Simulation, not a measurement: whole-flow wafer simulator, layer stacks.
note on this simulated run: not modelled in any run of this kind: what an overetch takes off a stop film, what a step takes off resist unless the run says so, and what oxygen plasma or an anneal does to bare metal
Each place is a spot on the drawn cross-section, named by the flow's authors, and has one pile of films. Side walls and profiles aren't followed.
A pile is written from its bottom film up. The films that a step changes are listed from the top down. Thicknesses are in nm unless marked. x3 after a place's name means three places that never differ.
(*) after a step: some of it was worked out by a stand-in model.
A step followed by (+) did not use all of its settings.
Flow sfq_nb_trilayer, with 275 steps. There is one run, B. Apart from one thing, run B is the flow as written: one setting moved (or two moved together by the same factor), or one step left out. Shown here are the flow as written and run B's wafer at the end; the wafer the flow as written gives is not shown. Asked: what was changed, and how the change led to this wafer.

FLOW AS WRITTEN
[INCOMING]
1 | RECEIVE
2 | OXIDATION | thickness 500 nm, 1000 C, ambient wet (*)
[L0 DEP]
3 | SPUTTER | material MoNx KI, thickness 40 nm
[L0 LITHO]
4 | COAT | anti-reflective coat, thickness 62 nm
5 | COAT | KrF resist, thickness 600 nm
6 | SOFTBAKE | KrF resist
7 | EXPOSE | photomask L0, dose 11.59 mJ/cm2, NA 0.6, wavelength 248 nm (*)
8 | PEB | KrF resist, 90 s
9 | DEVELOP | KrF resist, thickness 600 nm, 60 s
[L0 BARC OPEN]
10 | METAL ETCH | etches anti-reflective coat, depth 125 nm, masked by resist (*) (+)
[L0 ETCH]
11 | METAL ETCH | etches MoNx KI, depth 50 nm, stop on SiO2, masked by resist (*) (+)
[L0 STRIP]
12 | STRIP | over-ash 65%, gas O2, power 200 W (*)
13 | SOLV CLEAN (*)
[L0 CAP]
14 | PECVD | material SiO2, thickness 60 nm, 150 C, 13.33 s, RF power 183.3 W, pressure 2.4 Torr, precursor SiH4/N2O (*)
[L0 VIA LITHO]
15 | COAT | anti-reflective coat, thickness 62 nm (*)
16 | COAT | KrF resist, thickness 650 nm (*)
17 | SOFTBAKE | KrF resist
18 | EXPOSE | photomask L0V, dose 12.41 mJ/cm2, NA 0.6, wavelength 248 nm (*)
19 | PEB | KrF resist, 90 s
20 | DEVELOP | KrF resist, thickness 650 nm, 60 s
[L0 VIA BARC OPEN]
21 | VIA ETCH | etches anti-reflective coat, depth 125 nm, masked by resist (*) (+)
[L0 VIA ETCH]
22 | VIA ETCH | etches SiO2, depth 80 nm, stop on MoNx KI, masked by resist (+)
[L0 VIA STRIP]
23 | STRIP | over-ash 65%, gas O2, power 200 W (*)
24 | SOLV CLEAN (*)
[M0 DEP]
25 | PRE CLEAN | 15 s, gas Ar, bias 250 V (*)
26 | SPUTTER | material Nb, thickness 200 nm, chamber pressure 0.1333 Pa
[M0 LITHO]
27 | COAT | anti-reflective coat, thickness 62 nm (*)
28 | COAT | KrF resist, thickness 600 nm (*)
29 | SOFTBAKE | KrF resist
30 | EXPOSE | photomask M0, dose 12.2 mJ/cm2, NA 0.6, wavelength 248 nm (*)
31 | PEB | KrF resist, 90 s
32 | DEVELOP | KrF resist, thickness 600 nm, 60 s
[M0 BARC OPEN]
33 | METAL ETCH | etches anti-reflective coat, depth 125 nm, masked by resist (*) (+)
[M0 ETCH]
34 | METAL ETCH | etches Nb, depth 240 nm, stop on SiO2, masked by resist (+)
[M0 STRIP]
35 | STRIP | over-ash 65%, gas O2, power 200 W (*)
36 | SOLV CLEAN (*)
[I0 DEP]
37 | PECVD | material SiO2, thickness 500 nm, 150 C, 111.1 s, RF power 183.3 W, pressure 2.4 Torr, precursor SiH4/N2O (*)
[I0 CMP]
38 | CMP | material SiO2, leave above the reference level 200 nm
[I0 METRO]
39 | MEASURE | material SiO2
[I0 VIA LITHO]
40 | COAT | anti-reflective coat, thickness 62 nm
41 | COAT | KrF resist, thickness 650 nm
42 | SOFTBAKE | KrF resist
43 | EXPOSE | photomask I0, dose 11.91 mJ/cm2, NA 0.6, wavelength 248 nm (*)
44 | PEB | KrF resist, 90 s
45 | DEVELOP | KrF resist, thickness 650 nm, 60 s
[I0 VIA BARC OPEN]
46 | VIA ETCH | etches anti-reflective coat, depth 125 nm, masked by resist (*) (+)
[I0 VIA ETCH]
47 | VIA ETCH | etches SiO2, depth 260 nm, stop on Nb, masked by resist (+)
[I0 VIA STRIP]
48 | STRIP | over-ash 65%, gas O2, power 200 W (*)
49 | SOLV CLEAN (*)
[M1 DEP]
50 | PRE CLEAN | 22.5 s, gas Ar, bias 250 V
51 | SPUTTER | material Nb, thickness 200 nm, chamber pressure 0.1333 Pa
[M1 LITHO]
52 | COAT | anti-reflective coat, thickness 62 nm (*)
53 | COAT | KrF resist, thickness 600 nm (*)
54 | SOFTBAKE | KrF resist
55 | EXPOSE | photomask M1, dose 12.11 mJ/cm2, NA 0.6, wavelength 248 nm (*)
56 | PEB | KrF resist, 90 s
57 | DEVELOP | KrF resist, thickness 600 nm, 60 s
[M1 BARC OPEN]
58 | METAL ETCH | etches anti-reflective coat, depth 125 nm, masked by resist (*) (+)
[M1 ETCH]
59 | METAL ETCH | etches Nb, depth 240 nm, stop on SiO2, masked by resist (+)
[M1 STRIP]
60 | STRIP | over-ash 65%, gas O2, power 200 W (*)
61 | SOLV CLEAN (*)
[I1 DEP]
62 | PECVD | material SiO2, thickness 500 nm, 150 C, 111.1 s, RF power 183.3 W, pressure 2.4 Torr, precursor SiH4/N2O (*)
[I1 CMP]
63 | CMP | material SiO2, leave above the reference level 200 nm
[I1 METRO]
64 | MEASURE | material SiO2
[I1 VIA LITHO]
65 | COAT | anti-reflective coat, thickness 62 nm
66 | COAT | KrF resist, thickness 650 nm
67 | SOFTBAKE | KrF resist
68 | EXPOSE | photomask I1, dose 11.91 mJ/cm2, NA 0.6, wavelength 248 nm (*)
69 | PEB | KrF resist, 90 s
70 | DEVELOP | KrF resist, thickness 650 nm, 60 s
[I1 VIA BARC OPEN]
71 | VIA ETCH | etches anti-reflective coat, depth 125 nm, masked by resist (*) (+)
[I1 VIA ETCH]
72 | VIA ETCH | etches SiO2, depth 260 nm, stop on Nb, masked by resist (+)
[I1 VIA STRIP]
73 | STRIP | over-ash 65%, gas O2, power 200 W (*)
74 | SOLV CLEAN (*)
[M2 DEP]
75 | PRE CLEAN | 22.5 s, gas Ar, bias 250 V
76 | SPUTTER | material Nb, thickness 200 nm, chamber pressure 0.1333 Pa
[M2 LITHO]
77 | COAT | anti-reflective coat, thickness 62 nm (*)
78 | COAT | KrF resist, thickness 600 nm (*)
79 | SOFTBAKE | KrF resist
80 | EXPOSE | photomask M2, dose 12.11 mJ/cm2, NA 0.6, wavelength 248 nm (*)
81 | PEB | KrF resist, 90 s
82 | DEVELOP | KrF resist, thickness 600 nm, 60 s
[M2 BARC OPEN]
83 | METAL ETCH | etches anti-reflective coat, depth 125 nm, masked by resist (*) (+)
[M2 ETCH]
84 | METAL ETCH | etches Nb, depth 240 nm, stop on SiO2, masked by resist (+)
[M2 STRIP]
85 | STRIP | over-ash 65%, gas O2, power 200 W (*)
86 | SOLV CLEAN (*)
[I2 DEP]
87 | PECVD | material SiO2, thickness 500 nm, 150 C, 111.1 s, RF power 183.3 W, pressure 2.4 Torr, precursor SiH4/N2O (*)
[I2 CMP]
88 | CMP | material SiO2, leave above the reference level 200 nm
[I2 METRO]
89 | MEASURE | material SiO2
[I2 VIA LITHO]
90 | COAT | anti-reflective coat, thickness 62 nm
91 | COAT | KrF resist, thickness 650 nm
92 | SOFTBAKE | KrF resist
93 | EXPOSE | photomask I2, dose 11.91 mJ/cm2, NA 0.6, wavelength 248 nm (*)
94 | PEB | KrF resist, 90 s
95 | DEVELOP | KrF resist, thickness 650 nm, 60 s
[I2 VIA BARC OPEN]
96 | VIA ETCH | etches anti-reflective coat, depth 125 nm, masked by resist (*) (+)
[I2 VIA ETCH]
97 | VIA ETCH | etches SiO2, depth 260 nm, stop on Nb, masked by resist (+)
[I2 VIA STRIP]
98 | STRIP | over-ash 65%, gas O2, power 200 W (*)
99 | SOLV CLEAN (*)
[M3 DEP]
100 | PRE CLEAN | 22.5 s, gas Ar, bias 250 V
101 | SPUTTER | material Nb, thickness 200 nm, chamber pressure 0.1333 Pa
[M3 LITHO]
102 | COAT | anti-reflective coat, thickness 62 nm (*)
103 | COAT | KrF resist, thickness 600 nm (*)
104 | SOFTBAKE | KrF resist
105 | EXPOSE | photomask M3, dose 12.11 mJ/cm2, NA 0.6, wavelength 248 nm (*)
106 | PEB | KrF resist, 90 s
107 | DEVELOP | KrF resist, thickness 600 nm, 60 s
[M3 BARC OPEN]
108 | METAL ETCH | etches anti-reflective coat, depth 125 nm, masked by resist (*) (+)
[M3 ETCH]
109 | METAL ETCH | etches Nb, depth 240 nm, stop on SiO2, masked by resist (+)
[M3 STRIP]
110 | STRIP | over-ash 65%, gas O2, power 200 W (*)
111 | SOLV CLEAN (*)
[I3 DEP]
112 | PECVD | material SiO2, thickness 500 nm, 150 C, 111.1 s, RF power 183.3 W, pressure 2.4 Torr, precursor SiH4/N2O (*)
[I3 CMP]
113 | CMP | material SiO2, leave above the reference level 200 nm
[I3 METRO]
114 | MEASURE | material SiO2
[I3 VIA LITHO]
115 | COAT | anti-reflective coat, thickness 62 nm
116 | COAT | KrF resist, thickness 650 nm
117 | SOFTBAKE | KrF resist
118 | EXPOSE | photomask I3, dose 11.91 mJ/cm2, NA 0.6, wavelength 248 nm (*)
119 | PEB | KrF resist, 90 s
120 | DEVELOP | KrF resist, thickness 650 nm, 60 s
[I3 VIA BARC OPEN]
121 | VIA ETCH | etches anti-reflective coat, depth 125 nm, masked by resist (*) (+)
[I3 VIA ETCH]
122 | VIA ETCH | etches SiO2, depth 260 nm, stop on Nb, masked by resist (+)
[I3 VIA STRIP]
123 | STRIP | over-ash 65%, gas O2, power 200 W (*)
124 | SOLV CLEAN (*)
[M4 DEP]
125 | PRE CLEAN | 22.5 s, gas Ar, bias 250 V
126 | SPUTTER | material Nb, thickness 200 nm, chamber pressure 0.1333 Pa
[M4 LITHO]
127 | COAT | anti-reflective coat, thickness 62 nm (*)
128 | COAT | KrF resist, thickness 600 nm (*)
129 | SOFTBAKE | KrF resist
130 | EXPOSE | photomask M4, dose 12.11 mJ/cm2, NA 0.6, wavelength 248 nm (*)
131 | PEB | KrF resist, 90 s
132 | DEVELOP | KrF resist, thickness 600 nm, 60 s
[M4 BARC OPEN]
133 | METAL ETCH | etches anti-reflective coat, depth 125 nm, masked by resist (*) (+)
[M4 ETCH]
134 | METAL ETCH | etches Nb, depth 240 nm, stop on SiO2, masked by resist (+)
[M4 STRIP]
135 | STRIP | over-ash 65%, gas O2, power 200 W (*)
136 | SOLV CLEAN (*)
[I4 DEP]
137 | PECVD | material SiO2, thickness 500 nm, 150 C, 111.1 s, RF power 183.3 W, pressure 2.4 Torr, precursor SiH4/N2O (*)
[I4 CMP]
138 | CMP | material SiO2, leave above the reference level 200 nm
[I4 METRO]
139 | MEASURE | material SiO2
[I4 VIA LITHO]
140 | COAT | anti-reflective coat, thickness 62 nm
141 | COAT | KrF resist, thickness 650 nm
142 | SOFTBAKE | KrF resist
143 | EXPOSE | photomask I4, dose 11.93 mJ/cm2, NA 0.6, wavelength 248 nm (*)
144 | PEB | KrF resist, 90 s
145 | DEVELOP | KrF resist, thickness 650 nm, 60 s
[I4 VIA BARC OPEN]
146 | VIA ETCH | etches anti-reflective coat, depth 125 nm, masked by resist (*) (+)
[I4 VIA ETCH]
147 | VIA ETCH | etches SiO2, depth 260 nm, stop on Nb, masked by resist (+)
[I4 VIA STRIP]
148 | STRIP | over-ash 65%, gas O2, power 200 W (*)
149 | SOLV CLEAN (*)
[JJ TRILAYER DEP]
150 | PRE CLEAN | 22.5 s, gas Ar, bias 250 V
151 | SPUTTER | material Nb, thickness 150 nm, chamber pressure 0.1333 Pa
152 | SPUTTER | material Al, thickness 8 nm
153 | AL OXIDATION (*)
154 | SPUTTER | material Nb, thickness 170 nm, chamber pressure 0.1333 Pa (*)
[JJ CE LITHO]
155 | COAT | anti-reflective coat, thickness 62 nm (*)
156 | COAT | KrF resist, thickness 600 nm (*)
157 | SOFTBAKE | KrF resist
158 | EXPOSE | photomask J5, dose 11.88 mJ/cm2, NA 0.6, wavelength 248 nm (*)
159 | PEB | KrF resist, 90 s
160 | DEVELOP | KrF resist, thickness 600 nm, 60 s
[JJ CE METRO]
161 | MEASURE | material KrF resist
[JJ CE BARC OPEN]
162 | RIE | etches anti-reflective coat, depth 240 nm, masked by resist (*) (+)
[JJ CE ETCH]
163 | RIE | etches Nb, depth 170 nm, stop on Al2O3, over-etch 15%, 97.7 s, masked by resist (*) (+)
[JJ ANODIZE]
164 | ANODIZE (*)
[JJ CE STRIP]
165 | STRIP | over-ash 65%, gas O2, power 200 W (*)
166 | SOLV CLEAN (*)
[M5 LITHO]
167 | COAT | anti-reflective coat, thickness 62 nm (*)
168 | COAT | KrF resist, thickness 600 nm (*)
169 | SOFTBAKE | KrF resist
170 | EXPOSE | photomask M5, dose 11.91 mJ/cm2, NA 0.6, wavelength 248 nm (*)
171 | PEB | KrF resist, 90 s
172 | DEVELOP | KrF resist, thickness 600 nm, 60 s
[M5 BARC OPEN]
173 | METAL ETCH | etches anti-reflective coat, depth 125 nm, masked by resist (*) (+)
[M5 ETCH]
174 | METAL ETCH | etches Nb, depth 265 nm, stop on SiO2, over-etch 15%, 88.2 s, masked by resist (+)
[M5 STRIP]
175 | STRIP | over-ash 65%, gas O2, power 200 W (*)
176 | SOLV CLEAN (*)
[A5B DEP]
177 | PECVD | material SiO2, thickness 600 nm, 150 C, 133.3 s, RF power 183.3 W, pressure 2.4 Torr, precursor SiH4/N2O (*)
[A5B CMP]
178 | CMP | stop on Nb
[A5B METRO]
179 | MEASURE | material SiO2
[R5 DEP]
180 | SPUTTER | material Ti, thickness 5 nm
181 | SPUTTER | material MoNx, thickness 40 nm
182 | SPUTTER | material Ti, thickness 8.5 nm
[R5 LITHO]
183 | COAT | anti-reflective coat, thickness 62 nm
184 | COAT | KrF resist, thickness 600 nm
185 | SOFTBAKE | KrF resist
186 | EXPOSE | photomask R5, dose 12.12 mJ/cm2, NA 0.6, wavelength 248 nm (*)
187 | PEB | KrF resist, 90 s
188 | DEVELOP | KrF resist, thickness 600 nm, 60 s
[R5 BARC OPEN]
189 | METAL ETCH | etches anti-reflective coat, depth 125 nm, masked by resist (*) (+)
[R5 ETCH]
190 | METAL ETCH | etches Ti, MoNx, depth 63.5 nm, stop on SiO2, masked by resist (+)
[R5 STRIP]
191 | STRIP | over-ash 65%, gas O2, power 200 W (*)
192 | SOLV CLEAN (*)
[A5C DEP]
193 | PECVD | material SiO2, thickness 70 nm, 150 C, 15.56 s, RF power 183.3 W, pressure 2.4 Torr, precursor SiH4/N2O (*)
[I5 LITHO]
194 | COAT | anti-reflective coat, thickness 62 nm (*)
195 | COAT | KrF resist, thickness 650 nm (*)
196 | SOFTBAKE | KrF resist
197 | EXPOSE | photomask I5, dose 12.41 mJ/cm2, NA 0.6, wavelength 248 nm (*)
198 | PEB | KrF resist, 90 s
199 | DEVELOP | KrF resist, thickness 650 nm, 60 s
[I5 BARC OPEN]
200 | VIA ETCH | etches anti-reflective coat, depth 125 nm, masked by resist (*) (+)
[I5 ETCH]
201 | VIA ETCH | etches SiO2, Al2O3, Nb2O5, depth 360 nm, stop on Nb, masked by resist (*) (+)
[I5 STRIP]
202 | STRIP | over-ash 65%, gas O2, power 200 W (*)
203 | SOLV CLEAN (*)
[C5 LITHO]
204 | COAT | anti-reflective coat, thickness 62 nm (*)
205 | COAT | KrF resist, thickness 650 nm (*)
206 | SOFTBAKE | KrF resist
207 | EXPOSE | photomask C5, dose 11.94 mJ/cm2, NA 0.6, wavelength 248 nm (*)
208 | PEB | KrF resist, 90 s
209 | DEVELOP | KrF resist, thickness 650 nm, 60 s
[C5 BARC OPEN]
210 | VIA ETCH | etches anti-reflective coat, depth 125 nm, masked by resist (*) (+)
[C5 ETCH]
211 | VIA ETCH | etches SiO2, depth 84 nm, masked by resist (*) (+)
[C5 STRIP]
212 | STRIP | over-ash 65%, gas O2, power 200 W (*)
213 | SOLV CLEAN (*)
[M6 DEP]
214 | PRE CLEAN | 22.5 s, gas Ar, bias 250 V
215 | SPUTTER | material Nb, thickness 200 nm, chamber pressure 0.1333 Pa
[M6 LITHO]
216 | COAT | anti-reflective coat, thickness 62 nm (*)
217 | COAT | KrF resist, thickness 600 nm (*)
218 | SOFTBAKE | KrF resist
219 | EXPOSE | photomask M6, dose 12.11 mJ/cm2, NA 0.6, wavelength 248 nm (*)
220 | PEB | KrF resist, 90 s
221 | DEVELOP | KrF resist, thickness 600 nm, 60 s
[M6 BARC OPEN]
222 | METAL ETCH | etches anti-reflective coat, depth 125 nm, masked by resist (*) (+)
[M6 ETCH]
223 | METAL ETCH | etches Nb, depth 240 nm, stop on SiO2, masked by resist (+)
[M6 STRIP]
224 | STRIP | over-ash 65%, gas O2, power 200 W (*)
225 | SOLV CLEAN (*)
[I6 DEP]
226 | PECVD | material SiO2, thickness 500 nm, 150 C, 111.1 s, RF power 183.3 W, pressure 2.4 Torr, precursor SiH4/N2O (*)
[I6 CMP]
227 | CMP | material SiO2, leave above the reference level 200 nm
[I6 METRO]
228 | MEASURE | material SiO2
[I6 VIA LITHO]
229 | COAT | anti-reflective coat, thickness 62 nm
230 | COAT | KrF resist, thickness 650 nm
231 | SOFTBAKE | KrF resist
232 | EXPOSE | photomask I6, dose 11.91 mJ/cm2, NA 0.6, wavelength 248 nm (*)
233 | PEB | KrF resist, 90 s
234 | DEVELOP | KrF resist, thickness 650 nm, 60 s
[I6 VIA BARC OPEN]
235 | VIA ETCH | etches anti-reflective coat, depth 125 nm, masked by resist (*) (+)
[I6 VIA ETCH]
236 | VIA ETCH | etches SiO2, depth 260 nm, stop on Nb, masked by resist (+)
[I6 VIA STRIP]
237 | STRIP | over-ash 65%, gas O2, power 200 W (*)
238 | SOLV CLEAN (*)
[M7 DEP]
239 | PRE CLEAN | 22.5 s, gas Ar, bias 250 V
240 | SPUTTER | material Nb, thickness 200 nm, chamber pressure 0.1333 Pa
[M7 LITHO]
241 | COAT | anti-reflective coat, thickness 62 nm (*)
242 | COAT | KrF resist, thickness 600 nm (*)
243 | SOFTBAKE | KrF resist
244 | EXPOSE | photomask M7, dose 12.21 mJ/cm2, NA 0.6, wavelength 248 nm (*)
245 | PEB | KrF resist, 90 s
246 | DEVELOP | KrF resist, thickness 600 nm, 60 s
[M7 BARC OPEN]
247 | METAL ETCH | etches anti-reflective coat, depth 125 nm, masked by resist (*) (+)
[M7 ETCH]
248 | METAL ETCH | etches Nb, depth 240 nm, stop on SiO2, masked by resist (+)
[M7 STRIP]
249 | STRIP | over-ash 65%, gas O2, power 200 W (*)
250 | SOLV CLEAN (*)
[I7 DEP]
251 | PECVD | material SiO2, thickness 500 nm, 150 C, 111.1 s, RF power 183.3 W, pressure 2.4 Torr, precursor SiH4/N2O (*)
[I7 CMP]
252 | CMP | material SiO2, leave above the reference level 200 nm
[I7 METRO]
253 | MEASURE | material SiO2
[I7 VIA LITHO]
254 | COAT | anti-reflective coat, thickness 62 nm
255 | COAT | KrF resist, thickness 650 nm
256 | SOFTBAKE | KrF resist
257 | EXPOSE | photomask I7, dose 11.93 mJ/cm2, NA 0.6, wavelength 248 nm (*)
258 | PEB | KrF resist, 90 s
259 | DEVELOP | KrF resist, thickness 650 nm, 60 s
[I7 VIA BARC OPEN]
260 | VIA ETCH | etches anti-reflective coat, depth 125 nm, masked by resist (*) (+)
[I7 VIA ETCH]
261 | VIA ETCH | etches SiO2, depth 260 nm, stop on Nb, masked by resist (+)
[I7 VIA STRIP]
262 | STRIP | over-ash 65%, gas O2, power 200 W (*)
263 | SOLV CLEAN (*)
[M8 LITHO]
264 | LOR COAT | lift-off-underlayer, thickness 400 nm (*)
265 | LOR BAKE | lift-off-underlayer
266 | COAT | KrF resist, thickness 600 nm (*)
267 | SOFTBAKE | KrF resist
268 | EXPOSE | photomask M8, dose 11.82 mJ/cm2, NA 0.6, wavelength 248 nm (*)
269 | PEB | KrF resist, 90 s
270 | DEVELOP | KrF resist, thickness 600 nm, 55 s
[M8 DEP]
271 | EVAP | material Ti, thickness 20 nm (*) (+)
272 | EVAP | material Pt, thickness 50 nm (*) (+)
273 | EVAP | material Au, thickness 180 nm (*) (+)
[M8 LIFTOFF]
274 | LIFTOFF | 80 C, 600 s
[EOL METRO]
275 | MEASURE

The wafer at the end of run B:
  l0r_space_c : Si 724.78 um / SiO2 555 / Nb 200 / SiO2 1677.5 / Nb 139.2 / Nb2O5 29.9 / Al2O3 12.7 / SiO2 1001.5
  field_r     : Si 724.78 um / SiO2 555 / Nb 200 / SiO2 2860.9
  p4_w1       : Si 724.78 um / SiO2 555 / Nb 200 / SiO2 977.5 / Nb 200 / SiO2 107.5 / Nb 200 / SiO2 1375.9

The reason: step 113, CMP: leave above the reference level 115 nm was run, while the flow as written has leave above the reference level 200 nm.

How this came from the change, step by step:
  113 | CMP | material SiO2, leave above the reference level 200 nm
      field_l, be, be_sur and 64 more: -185 SiO2 (it would be, as written: -100 SiO2)
      v_sur, via_wl, via_wr and 27 more: -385 SiO2 (it would be, as written: -300 SiO2)
      (as well as at 9 more places)
  122 | VIA ETCH | etches SiO2, depth 260 nm, stop on Nb, masked by resist (+)
      field_l, v_sur, via_wl and 102 more: -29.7 KrF resist (it would be, as written: -44.8 KrF resist)
      via_v: -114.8 SiO2 (all of it) (it would be, as written: -199.8 SiO2 (all of it))
  123 | STRIP | over-ash 65%, gas O2, power 200 W (*)
      field_l, v_sur, via_wl and 102 more: -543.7 KrF resist (all of it), -62 anti-reflective coat (all of it) (it would be, as written: -528.6 KrF resist (all of it), -62 anti-reflective coat (all of it))
  126 | SPUTTER | material Nb, thickness 200 nm, chamber pressure 0.1333 Pa
      via_v: +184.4 Nb (it would be, as written: +165.5 Nb)
  127 | COAT | anti-reflective coat, thickness 62 nm (*)
      via_sp: +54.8 anti-reflective coat (new film) (it would be, as written: +53 anti-reflective coat (new film))
      via_v: +105.2 anti-reflective coat (new film) (it would be, as written: +124.8 anti-reflective coat (new film))
      (as well as at 1 more place)
  128 | COAT | KrF resist, thickness 600 nm (*)
      via_v: +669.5 KrF resist (new film) (it would be, as written: +739.8 KrF resist (new film))
  135 | STRIP | over-ash 65%, gas O2, power 200 W (*)
      via_sp: -379.6 KrF resist (all of it), -54.8 anti-reflective coat (all of it) (it would be, as written: -373.9 KrF resist (all of it), -53 anti-reflective coat (all of it))
      via_v: -451.7 KrF resist (all of it), -105.2 anti-reflective coat (all of it) (it would be, as written: -521.8 KrF resist (all of it), -124.8 anti-reflective coat (all of it))
      (as well as at 1 more place)
  137 | PECVD | material SiO2, thickness 500 nm, 150 C, 111.1 s, RF power 183.3 W, pressure 2.4 Torr, precursor SiH4/N2O (*)
      via_v: +500 SiO2 (new film) (it would be, as written: +615 SiO2 (new film))
  138 | CMP | material SiO2, leave above the reference level 200 nm
      via_v: -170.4 SiO2 (it would be, as written: -181.6 SiO2)
